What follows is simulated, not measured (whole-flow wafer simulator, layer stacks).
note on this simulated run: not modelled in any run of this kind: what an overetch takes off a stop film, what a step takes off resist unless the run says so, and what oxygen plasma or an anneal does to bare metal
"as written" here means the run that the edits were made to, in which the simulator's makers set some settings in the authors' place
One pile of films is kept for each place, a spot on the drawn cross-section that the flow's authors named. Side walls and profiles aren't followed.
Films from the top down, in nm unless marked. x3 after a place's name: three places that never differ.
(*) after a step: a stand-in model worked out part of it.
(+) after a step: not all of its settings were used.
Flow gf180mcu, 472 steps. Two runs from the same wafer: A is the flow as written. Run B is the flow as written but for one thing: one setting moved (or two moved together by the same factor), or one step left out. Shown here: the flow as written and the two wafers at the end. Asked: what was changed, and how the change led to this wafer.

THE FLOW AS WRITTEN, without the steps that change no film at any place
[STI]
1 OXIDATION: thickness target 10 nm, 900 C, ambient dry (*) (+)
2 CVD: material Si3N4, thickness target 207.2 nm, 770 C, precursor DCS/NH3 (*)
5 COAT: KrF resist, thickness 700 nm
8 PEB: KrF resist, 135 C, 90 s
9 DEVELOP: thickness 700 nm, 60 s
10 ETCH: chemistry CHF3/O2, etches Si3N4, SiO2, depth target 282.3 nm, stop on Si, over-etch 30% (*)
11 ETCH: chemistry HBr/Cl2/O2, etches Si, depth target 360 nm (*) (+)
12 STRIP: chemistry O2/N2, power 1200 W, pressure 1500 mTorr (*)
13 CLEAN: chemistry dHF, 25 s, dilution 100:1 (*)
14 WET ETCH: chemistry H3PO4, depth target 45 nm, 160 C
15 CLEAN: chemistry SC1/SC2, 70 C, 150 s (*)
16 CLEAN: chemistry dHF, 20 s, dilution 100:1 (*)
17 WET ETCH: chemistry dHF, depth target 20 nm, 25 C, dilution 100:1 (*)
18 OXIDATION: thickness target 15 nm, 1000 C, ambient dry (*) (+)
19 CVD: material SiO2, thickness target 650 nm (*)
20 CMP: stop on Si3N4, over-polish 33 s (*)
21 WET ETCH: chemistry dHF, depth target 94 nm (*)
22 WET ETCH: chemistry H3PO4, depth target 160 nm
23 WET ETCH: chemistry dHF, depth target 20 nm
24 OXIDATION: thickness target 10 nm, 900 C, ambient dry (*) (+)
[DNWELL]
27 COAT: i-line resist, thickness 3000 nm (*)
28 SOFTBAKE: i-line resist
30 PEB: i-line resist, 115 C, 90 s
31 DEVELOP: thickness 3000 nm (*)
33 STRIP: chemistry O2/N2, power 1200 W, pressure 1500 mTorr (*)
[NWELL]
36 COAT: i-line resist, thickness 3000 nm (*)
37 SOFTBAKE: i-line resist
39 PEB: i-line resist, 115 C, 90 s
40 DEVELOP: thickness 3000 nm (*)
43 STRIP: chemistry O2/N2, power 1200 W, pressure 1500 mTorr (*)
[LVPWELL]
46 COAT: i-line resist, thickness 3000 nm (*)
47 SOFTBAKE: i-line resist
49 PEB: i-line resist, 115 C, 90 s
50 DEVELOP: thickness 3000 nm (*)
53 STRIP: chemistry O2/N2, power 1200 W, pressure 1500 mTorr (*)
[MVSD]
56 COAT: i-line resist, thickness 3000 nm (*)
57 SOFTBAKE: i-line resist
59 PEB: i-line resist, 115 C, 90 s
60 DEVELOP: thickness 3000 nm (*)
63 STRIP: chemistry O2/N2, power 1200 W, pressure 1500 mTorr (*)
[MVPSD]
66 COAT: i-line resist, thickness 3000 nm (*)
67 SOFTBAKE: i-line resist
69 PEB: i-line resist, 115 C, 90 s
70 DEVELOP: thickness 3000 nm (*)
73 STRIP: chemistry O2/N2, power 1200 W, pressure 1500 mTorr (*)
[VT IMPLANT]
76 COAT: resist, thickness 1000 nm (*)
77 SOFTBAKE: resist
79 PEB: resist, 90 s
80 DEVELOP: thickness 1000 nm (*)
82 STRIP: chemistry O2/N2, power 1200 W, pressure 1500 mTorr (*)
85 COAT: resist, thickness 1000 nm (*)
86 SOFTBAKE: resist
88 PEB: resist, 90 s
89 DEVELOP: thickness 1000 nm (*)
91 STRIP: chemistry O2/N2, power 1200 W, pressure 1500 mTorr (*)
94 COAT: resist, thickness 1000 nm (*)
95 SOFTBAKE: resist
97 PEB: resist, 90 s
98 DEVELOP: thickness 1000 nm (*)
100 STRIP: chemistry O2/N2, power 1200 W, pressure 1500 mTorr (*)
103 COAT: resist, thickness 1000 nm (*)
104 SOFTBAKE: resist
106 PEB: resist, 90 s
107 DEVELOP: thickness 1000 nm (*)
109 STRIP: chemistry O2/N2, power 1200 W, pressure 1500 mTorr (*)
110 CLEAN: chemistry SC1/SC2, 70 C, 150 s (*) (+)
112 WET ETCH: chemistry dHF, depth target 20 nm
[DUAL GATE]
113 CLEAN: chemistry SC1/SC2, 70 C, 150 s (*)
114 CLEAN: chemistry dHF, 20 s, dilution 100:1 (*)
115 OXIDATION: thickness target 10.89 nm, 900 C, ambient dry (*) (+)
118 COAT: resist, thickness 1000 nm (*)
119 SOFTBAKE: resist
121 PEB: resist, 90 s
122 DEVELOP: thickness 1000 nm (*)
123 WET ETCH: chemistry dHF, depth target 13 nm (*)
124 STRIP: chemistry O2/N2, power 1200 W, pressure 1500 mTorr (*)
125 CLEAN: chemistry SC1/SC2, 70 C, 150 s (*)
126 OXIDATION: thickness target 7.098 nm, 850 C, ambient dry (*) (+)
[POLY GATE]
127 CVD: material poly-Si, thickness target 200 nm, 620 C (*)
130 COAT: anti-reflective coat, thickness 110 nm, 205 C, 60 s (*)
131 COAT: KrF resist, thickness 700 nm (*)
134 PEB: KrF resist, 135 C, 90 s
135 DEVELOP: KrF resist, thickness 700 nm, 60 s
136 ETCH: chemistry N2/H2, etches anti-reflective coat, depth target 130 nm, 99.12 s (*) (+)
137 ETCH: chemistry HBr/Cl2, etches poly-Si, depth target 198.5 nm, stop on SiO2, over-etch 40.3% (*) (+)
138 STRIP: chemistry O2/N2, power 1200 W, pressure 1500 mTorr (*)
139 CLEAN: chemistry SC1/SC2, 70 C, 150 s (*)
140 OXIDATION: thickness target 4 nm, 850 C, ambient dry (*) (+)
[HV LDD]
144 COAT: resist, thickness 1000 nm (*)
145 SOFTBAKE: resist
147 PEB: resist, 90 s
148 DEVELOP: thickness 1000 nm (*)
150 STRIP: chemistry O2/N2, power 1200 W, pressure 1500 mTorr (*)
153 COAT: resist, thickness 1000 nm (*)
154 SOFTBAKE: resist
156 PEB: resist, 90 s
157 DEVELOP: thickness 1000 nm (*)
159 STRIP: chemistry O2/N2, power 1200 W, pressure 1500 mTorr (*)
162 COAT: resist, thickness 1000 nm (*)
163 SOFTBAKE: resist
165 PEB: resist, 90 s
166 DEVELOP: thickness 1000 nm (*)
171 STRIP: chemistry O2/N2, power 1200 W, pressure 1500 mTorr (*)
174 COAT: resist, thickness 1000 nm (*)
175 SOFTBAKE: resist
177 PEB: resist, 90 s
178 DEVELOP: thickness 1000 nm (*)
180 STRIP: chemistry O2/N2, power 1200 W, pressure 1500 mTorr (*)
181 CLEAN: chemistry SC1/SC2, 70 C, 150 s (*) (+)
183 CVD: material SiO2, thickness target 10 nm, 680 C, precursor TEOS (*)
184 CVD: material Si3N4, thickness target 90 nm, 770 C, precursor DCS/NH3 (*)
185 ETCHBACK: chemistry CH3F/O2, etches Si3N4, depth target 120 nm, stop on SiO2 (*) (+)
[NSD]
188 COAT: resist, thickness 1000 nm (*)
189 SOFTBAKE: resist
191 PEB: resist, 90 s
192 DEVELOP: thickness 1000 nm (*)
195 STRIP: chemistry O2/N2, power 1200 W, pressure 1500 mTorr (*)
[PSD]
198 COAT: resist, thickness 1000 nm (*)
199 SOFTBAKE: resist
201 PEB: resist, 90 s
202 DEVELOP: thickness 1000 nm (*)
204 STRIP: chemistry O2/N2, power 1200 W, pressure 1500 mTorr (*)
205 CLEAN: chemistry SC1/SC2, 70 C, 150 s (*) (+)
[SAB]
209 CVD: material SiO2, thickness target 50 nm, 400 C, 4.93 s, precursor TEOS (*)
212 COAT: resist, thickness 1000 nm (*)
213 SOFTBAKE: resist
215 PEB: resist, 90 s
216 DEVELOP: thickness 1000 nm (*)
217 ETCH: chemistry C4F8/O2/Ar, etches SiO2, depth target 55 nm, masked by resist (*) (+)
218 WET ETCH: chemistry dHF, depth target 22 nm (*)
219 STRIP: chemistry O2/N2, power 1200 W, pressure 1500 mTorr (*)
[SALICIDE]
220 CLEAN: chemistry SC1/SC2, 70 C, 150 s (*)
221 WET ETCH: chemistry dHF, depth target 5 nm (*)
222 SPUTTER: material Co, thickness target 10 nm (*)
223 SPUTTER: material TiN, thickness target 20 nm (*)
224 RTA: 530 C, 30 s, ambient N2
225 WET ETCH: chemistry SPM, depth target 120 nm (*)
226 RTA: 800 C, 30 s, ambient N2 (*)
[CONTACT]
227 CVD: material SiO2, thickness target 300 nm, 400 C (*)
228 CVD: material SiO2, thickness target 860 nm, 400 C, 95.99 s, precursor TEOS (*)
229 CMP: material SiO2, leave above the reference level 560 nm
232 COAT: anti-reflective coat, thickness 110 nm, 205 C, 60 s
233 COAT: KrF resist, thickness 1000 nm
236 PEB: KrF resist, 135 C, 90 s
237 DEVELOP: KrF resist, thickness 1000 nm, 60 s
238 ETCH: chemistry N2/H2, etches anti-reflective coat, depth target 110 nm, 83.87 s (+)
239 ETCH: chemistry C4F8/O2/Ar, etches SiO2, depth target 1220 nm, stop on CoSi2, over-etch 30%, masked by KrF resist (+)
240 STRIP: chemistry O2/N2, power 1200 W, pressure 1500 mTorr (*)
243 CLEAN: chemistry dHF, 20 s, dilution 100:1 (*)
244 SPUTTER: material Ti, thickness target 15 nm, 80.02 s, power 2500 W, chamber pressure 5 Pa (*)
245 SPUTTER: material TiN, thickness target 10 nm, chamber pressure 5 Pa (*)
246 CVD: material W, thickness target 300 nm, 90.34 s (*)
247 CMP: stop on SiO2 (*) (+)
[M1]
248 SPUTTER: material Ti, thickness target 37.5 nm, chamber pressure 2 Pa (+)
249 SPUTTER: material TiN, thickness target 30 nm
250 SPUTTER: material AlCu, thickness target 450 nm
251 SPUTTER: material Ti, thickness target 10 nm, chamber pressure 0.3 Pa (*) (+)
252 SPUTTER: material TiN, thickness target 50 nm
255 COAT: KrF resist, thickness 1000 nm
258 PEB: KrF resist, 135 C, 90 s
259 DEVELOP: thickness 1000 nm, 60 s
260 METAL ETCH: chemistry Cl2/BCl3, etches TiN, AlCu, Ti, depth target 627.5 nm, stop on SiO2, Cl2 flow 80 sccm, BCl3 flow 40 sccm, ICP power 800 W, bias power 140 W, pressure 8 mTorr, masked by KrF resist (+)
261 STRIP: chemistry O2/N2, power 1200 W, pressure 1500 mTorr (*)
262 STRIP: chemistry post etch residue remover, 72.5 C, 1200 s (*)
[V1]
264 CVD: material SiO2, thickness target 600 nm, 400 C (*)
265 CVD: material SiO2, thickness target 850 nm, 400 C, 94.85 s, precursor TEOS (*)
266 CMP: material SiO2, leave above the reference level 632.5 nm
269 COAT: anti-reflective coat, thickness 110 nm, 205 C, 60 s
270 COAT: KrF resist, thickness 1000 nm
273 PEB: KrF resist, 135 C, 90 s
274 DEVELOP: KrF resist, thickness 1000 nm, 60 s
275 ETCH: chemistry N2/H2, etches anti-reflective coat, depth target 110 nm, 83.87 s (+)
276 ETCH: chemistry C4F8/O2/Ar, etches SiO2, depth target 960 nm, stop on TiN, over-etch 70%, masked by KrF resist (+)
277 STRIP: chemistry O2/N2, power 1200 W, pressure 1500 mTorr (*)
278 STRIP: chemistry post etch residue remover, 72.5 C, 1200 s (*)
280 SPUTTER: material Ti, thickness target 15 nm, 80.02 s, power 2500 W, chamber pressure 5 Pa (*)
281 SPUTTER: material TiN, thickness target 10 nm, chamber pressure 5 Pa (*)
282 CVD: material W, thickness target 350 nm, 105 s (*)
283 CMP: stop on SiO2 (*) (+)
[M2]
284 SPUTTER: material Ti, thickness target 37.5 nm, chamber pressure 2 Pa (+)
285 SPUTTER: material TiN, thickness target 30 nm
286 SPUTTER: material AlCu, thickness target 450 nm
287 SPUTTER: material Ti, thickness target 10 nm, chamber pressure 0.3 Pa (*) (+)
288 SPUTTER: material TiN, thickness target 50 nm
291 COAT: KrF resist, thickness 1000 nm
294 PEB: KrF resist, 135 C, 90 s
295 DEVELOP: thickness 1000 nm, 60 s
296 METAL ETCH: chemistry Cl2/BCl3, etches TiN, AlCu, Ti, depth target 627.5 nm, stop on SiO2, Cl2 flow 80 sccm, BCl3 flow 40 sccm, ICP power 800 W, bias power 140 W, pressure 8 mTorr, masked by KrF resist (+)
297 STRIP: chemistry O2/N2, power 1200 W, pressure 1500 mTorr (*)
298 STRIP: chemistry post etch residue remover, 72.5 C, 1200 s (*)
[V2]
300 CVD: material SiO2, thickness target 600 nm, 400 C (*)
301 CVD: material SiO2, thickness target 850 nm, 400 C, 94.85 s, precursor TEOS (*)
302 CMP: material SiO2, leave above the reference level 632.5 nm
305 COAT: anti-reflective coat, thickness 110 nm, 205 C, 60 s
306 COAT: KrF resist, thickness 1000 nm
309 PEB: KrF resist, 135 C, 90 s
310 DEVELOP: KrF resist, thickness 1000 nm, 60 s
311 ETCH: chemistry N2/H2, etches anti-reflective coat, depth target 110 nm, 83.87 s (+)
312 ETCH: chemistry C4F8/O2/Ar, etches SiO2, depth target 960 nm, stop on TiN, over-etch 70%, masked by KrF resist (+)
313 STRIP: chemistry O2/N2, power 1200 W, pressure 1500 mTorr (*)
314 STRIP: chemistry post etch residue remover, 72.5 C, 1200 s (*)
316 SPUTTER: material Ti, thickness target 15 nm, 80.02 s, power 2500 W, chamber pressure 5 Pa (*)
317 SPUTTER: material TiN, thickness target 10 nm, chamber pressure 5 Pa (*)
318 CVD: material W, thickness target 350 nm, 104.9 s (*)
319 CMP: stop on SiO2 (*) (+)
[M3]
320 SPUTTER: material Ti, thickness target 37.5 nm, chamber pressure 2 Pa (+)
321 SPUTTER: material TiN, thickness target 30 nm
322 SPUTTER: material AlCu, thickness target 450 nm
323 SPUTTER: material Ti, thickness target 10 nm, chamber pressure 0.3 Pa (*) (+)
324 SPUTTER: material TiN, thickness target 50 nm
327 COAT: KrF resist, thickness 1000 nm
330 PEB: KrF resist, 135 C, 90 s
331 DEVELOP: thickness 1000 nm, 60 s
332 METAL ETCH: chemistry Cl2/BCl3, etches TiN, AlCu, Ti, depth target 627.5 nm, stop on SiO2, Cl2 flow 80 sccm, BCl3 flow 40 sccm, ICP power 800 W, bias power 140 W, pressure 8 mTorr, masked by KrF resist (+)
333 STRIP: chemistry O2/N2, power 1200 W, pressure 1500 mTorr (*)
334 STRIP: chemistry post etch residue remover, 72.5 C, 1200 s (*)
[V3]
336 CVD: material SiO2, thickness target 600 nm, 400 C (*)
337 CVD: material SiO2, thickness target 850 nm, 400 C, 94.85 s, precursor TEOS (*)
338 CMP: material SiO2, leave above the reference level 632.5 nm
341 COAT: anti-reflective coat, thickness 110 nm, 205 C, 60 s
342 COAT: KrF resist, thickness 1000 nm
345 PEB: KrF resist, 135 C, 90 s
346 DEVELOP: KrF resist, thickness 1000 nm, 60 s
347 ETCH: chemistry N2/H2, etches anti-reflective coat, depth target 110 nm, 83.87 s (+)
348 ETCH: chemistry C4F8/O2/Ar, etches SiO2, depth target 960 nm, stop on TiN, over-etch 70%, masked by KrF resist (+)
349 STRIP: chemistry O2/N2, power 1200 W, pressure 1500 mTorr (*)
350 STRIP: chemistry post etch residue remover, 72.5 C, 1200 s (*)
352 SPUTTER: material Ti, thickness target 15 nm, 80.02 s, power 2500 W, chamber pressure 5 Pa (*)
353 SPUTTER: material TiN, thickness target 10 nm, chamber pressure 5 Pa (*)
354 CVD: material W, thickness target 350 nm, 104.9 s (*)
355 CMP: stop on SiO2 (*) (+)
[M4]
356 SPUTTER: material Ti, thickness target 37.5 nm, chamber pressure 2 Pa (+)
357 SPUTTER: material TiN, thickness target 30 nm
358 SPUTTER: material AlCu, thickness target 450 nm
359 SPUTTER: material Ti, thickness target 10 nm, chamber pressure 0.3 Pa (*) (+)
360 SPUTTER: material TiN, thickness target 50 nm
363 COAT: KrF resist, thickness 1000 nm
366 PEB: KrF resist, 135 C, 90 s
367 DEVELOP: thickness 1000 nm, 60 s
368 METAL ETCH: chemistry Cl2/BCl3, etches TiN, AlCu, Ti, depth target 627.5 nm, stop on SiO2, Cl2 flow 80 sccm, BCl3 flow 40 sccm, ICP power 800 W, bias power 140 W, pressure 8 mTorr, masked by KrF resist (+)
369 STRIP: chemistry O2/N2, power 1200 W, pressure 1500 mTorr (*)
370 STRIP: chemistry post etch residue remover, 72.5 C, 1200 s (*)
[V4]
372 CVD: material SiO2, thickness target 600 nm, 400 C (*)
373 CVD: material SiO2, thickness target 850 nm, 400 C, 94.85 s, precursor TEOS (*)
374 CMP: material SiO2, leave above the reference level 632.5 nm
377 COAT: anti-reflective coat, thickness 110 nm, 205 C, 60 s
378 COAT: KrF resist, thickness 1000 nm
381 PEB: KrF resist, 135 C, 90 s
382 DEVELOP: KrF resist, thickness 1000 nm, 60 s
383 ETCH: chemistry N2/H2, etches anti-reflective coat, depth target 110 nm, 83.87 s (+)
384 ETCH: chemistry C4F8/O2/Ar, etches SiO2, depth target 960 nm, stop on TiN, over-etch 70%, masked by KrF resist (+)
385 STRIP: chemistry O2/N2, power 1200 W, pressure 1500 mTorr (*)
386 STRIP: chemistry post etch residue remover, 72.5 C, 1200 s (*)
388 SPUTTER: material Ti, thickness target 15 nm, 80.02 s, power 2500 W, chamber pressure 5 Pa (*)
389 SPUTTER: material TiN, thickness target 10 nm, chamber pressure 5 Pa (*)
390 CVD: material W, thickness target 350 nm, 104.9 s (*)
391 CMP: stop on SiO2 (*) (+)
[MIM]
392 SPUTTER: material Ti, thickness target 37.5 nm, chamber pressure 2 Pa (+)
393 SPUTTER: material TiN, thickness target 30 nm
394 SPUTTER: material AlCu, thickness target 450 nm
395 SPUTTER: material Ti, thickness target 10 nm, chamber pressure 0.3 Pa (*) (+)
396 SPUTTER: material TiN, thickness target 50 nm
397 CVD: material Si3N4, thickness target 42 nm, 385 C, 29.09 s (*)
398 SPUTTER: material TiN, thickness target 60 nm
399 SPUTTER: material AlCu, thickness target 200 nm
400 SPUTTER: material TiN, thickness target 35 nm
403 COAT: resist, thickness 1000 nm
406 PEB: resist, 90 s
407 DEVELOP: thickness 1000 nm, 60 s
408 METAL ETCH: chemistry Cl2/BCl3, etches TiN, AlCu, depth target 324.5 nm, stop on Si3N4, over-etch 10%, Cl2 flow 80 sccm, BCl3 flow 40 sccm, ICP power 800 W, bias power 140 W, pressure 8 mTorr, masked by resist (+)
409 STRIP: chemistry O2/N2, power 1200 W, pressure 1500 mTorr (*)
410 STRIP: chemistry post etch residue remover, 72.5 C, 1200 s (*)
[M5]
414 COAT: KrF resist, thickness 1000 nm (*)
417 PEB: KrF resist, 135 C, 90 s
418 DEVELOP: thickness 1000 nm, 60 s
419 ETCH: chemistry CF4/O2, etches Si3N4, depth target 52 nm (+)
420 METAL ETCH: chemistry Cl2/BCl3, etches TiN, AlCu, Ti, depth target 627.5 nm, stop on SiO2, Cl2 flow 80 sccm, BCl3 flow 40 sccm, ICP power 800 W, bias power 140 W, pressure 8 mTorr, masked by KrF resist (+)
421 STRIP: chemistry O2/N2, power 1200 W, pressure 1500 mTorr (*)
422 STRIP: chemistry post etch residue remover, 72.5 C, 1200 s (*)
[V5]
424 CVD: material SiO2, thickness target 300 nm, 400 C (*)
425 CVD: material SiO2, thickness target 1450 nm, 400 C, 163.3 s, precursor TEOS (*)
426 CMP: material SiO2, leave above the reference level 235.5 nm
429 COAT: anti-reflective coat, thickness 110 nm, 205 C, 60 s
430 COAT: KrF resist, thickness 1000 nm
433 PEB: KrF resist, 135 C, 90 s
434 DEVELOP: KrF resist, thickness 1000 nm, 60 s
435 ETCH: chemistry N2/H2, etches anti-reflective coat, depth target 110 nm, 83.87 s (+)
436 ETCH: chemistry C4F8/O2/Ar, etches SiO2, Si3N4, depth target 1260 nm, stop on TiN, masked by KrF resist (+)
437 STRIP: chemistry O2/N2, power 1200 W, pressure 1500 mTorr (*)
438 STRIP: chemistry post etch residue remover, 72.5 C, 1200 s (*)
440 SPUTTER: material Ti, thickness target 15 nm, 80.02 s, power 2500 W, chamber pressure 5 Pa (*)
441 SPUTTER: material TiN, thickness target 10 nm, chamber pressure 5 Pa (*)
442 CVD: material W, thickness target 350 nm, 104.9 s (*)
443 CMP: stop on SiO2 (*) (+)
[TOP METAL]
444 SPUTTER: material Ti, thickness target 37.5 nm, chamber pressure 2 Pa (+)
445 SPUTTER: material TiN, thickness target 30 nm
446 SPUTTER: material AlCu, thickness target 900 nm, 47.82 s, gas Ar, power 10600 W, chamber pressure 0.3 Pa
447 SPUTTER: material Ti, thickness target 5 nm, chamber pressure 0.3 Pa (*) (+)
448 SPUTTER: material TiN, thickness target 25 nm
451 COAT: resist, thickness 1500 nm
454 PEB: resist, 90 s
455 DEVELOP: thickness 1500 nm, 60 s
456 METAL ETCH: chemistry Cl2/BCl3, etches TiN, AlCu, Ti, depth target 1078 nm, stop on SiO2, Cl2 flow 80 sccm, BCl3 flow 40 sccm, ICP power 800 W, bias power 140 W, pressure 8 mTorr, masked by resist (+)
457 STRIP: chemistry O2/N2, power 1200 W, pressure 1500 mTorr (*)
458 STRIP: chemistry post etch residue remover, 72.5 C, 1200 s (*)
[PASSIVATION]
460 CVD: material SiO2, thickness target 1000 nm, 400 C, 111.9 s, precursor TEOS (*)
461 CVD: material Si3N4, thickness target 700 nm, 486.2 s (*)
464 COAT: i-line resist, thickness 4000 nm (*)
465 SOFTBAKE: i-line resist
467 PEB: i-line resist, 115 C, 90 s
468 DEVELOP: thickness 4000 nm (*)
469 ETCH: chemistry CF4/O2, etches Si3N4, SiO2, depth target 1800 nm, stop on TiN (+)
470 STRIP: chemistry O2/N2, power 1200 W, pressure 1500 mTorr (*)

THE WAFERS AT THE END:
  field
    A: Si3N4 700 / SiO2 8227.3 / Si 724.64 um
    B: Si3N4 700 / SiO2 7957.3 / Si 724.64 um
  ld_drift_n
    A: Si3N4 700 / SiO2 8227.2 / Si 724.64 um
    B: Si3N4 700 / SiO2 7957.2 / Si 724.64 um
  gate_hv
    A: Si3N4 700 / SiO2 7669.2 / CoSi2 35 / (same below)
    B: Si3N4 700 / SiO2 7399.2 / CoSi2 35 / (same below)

The cause: step 394, SPUTTER: thickness target 180 nm was run, where the flow has thickness target 450 nm.

How the change led to this, step by step:
  394 SPUTTER: material AlCu, thickness target 450 nm
      field, field__w1, field__w2 and 108 more: A AlCu +450 (new film) | B AlCu +180 (new film)
  420 METAL ETCH: chemistry Cl2/BCl3, etches TiN, AlCu, Ti, depth target 627.5 nm, stop on SiO2, Cl2 flow 80 sccm, BCl3 flow 40 sccm, ICP power 800 W, bias power 140 W, pressure 8 mTorr, masked by KrF resist (+)
      field, field__w1, field__w2 and 101 more: A TiN -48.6 (all of it), Ti -10 (all of it), AlCu -450 (all of it), TiN -30 (all of it), Ti -37.5 (all of it) | B TiN -48.6 (all of it), Ti -10 (all of it), AlCu -180 (all of it), TiN -30 (all of it), Ti -37.5 (all of it)
      field__w4, field__w8, contact, m1, m1__w1, mim, mim_1p0, m1_nw: A KrF resist -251 | B KrF resist -183.6
  421 STRIP: chemistry O2/N2, power 1200 W, pressure 1500 mTorr (*)
      field__w8, m1__w1: A KrF resist -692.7 (all of it) | B KrF resist -760.1 (all of it)
      contact, m1: A KrF resist -693.2 (all of it) | B KrF resist -760.5 (all of it)
      (and at 4 more places)
  426 CMP: material SiO2, leave above the reference level 235.5 nm
      field, field__w1, field__w5 and 92 more: A SiO2 -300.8 | B SiO2 -570.8
      field__w2, field__w3, field__w12 and 6 more: A SiO2 -272.7 | B SiO2 -555
